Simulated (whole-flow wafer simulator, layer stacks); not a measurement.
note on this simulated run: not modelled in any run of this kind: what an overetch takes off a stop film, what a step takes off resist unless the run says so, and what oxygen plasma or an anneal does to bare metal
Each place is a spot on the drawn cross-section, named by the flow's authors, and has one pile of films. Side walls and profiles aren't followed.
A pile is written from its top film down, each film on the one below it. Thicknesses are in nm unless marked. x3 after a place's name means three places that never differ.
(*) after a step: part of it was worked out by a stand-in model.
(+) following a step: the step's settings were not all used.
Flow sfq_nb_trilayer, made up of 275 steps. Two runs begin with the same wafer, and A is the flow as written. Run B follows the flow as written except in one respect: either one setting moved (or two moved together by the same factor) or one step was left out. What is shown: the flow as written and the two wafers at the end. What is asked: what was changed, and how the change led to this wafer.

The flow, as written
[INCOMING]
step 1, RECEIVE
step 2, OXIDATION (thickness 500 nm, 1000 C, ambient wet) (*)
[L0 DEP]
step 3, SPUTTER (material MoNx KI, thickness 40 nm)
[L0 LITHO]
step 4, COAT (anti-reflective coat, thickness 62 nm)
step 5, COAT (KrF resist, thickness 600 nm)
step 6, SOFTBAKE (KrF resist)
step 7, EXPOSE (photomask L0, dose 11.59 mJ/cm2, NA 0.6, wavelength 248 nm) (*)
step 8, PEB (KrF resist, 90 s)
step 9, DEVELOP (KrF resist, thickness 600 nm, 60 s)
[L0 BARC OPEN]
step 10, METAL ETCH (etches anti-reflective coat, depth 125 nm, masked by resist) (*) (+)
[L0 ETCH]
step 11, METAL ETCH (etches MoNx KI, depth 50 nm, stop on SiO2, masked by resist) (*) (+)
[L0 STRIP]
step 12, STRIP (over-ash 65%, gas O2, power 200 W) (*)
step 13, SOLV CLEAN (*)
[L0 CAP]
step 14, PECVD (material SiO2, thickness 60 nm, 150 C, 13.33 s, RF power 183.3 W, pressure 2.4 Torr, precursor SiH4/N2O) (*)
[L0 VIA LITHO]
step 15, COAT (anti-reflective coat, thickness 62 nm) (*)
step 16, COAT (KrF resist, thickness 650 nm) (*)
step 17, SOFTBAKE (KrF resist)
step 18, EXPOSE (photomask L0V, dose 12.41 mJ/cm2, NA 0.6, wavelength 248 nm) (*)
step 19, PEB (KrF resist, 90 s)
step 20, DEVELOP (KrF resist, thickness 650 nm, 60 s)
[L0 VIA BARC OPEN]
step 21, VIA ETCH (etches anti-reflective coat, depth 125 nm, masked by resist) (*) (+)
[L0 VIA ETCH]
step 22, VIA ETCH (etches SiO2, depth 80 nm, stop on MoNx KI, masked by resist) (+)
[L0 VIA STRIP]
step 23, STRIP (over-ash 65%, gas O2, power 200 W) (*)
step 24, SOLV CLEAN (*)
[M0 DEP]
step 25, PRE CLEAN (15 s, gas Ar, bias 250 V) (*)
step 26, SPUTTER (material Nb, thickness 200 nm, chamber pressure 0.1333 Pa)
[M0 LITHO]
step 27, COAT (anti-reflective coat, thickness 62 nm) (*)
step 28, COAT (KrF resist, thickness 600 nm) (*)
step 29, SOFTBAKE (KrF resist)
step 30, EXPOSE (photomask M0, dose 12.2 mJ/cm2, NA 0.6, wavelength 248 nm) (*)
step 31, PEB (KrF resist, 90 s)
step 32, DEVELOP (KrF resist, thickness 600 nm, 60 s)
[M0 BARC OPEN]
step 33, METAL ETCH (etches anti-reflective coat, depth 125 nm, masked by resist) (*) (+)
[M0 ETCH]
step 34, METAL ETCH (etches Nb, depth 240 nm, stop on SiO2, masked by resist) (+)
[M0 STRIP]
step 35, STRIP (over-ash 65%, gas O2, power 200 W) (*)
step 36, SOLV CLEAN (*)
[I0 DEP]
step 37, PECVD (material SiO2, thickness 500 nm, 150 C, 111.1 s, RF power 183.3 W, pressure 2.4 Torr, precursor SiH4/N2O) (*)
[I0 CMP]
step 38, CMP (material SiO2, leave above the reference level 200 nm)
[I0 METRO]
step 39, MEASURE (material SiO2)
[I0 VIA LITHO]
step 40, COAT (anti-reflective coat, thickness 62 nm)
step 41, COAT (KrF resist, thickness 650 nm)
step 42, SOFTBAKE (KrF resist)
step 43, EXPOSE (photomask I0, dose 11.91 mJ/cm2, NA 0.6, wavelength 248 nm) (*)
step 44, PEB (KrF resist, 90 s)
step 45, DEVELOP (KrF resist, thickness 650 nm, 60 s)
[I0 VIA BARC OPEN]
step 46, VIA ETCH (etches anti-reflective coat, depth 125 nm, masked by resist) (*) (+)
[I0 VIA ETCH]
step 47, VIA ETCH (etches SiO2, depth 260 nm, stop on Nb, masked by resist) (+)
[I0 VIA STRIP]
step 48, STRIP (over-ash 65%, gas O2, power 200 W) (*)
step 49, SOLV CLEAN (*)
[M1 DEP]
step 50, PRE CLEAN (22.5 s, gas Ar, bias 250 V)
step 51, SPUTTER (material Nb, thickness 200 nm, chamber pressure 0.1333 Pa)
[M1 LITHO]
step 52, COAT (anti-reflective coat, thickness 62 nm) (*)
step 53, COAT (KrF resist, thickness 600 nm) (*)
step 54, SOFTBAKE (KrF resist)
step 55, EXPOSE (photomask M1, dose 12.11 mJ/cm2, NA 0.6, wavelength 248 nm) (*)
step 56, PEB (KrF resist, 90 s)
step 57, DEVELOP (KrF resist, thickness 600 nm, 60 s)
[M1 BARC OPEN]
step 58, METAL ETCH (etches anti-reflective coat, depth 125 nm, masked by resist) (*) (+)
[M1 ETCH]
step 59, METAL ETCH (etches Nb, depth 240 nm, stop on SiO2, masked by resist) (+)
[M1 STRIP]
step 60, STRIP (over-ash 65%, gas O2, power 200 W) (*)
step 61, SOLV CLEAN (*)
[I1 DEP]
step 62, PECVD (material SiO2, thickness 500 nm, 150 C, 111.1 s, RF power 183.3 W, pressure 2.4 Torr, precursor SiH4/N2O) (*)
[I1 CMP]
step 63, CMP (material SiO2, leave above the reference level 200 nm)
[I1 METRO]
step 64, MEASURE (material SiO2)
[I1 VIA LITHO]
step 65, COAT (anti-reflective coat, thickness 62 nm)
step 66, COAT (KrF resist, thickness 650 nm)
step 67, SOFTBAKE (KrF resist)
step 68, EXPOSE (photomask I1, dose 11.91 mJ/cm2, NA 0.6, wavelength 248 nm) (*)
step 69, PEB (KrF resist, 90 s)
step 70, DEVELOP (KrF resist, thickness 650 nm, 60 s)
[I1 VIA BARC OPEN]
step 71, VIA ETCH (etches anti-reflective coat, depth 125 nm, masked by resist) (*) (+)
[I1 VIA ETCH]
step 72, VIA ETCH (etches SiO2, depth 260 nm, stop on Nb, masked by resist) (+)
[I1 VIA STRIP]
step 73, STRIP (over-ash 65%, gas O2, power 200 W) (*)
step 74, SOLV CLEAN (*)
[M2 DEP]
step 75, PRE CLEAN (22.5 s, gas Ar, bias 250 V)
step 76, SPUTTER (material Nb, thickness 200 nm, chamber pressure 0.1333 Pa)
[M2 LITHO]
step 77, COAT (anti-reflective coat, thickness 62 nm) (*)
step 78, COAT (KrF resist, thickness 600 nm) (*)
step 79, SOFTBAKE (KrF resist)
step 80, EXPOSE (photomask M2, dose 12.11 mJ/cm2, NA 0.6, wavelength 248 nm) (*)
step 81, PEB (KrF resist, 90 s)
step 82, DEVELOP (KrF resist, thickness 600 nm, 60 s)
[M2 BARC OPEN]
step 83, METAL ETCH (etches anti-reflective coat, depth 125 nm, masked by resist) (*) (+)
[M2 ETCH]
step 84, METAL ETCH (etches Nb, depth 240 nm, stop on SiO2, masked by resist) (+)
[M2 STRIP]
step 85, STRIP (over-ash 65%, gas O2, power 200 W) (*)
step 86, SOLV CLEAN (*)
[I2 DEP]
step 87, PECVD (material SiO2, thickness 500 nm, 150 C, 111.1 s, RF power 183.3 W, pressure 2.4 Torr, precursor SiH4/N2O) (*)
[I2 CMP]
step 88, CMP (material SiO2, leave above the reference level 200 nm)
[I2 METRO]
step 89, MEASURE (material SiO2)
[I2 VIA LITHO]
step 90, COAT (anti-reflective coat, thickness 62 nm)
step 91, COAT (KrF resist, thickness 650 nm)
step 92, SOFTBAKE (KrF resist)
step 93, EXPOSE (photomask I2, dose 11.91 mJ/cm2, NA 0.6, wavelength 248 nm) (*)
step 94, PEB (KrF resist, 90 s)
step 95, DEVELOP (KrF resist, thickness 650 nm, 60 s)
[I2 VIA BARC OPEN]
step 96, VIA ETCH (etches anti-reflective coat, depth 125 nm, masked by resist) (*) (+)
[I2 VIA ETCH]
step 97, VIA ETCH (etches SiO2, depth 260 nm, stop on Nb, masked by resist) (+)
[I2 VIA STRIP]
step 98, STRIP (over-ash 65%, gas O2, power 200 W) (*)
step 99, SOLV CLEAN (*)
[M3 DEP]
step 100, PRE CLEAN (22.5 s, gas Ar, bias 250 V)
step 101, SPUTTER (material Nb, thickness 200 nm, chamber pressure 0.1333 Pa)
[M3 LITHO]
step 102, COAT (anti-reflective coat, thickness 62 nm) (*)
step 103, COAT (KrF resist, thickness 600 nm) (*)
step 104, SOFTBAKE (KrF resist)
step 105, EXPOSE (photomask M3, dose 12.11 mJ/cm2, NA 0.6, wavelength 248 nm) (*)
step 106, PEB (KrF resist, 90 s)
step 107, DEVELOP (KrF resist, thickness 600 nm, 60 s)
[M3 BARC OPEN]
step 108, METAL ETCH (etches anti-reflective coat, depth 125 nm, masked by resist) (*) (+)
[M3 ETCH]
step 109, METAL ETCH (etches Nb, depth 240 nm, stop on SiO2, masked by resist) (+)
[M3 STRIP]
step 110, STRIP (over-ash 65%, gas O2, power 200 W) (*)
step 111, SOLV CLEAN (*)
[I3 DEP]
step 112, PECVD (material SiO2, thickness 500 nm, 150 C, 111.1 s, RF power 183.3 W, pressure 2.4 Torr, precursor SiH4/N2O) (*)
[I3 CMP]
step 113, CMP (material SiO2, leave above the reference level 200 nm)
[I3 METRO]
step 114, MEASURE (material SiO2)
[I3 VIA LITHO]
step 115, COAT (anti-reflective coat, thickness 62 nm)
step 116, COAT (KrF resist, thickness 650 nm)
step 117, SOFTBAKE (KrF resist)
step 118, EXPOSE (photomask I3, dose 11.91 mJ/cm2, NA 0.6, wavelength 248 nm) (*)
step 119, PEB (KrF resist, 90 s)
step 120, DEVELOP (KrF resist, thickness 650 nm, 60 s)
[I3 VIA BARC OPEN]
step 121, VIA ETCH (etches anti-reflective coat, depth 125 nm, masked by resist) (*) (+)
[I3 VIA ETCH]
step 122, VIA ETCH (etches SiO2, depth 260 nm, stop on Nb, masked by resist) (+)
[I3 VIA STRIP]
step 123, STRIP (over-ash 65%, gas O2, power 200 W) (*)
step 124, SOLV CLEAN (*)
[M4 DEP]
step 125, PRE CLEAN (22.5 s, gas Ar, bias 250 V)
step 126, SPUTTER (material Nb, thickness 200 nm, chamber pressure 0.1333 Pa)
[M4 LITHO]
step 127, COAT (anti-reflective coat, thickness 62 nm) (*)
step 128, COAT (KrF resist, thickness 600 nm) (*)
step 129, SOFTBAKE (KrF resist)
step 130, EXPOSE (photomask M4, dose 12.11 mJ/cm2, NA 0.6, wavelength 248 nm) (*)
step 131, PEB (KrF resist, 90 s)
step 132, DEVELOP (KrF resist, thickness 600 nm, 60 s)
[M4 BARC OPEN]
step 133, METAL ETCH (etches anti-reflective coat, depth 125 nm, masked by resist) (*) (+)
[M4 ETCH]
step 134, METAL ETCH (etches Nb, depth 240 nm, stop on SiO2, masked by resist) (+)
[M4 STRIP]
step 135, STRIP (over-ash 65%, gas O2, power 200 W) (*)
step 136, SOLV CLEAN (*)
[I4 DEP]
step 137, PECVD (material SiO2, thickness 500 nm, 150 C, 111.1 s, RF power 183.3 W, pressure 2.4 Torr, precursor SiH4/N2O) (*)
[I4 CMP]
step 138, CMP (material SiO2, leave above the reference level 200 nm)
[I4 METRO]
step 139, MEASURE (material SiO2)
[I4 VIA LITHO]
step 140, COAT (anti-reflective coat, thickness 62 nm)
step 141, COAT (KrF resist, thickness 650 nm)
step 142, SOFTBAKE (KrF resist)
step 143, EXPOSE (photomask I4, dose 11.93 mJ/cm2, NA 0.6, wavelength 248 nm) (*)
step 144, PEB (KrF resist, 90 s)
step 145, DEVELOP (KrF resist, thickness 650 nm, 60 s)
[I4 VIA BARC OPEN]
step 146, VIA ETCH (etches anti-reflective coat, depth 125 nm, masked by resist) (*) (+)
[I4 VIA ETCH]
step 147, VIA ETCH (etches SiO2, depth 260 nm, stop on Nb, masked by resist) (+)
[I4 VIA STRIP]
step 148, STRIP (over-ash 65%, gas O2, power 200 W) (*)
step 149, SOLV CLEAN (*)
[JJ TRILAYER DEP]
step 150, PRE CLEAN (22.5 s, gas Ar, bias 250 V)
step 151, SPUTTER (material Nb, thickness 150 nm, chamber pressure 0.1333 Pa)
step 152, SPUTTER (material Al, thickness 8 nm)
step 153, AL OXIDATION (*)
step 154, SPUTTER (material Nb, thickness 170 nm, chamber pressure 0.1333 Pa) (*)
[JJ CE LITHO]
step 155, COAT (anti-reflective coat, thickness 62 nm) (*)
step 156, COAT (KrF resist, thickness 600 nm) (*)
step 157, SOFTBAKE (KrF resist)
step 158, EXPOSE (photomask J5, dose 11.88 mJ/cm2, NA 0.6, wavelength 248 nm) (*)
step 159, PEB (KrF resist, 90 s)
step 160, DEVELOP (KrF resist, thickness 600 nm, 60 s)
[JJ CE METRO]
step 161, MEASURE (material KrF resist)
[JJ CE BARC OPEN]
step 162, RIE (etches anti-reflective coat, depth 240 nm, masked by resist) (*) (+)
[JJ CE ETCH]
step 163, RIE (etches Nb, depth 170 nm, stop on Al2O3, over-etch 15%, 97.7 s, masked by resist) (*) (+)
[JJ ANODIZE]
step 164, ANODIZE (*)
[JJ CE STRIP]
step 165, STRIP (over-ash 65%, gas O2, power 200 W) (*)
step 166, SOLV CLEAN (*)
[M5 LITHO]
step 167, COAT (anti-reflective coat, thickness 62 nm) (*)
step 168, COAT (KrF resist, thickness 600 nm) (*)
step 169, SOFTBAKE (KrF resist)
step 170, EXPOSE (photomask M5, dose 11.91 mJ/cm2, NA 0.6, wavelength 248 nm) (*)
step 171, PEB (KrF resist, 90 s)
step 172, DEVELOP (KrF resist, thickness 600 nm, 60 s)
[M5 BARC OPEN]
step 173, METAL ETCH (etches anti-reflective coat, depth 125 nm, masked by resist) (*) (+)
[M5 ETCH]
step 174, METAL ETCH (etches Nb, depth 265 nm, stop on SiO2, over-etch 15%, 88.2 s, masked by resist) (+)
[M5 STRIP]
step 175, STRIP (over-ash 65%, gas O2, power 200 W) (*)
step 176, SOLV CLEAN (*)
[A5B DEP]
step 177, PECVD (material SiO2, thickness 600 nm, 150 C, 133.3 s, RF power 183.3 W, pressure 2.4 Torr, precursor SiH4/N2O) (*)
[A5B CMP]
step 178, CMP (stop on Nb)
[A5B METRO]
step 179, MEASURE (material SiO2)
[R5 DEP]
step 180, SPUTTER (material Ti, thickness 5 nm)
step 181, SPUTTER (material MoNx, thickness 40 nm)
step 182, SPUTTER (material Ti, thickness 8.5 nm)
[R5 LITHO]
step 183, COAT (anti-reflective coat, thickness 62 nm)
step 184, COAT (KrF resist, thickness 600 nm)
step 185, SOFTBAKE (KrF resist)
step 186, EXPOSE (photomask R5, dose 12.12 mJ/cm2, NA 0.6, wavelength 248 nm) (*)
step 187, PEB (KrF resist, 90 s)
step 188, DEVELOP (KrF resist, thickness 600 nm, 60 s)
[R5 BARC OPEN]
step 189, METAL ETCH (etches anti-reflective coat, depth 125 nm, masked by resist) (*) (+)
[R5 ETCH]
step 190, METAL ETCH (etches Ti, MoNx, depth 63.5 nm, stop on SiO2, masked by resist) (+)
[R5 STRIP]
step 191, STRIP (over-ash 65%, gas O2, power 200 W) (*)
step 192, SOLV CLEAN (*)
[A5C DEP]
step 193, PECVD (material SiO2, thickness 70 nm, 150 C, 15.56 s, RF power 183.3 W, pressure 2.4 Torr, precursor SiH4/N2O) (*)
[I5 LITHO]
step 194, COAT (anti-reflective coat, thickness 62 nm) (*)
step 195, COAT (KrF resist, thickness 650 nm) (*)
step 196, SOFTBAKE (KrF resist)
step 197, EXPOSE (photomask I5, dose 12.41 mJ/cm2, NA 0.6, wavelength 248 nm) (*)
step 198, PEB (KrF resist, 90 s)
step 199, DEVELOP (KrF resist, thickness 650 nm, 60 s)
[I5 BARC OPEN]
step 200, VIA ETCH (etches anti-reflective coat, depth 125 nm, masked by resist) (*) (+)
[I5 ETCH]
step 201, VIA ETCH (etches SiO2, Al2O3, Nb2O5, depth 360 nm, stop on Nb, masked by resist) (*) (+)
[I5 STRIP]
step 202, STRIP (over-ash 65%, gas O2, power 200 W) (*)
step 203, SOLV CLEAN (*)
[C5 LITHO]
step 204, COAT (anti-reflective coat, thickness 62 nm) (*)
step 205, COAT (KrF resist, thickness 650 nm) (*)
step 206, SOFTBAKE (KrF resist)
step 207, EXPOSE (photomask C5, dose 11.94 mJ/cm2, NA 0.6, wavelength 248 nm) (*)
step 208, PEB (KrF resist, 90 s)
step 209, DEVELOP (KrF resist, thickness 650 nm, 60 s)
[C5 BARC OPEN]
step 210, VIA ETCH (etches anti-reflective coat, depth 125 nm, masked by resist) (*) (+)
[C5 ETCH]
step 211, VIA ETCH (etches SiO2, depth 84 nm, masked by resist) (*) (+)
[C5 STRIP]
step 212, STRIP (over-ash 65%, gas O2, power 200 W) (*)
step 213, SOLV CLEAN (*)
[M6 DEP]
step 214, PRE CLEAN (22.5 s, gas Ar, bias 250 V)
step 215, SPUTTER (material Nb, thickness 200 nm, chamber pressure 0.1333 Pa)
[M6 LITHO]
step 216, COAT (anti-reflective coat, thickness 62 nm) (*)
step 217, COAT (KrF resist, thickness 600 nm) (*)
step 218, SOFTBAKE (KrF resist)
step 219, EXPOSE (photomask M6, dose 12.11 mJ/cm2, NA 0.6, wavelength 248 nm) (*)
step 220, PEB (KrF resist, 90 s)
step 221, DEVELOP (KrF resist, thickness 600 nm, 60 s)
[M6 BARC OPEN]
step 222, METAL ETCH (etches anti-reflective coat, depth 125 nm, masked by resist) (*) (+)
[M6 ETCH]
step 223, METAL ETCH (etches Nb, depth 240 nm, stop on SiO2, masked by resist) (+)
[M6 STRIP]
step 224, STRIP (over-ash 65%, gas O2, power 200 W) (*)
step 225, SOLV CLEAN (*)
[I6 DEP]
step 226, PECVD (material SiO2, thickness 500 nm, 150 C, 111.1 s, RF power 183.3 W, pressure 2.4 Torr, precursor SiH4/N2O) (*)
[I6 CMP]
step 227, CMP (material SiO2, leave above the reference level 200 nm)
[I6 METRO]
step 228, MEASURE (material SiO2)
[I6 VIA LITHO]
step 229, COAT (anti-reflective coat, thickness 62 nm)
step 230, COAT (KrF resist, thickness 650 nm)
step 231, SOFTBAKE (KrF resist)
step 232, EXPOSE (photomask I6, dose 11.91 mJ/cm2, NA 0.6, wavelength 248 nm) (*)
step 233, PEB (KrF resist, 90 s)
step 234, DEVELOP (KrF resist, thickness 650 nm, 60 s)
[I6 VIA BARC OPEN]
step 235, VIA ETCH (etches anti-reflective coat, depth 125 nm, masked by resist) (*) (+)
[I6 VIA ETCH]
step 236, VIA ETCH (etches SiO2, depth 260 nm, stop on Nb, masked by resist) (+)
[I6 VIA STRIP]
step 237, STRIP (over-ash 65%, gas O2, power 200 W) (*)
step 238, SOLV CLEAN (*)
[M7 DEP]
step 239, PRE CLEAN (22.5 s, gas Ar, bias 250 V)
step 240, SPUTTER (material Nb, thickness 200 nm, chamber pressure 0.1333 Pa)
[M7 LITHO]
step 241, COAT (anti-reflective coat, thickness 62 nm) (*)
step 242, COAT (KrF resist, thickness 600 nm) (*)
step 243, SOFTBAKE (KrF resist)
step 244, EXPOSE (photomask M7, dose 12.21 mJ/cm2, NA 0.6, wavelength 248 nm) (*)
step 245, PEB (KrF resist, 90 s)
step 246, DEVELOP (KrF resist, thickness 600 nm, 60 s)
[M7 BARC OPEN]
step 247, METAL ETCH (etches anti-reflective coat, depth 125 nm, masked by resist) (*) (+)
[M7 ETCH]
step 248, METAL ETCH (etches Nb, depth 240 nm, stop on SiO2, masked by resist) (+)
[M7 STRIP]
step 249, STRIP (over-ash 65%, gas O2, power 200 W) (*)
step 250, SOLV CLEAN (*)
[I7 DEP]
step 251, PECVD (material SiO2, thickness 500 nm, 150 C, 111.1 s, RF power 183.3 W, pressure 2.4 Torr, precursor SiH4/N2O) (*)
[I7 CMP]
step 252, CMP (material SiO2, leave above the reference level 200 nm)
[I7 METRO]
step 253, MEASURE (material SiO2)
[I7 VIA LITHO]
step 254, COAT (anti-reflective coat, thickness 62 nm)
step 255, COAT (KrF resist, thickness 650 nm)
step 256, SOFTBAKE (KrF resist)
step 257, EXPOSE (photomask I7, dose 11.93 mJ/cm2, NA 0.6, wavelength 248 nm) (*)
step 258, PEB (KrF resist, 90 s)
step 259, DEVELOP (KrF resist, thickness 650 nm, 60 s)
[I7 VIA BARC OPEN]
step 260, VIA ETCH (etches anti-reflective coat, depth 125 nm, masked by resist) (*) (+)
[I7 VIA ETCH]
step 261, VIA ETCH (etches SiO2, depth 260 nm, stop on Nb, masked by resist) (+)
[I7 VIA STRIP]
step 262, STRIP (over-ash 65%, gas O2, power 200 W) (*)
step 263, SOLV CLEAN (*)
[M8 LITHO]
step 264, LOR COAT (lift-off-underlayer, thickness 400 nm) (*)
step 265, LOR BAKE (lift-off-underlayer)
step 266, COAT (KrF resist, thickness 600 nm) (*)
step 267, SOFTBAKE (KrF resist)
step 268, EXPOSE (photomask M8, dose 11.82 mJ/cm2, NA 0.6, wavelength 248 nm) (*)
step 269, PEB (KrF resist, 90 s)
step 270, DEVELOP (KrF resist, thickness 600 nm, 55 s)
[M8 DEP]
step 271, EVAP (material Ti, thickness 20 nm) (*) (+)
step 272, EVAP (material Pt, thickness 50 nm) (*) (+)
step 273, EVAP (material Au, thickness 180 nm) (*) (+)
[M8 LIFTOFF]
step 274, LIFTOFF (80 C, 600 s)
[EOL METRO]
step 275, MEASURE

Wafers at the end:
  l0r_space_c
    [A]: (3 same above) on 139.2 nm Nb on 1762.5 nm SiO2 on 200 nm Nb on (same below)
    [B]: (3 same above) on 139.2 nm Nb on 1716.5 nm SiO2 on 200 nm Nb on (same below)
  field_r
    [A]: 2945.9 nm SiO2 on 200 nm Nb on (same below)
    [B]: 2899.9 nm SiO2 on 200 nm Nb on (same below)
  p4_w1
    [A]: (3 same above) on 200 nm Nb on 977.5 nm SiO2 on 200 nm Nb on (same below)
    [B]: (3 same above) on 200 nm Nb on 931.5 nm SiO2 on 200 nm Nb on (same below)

What caused this: step 88, CMP: leave above the reference level 154 nm was run, while the flow as written has leave above the reference level 200 nm.

Step by step, how the change led to this:
  step 88, CMP (material SiO2, leave above the reference level 200 nm)
      field_l, be, be_sur and 81 more: A -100 SiO2 | B -146 SiO2
      v_sur, via_wl, via_w and 18 more: A -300 SiO2 | B -346 SiO2
      (also at 1 further place)
  step 97, VIA ETCH (etches SiO2, depth 260 nm, stop on Nb, masked by resist) (+)
      field_l, v_sur, via_wl and 102 more: A -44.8 KrF resist | B -39.8 KrF resist
      via_w: A -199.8 SiO2 (all of it) | B -153.8 SiO2 (all of it)
  step 101, SPUTTER (material Nb, thickness 200 nm, chamber pressure 0.1333 Pa)
      via_w: A +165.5 Nb | B +175.6 Nb
  step 102, COAT (anti-reflective coat, thickness 62 nm) (*)
      via_w: A +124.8 anti-reflective coat (new film) | B +113.3 anti-reflective coat (new film)
  step 103, COAT (KrF resist, thickness 600 nm) (*)
      via_w: A +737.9 KrF resist (new film) | B +700.3 KrF resist (new film)
  step 110, STRIP (over-ash 65%, gas O2, power 200 W) (*)
      via_w: A -520 KrF resist (all of it), -124.8 anti-reflective coat (all of it) | B -482.4 KrF resist (all of it), -113.3 anti-reflective coat (all of it)
  step 112, PECVD (material SiO2, thickness 500 nm, 150 C, 111.1 s, RF power 183.3 W, pressure 2.4 Torr, precursor SiH4/N2O) (*)
      via_w: A +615 SiO2 (new film) | B +534.4 SiO2 (new film)
  step 113, CMP (material SiO2, leave above the reference level 200 nm)
      via_w: A -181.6 SiO2 | B -157.1 SiO2
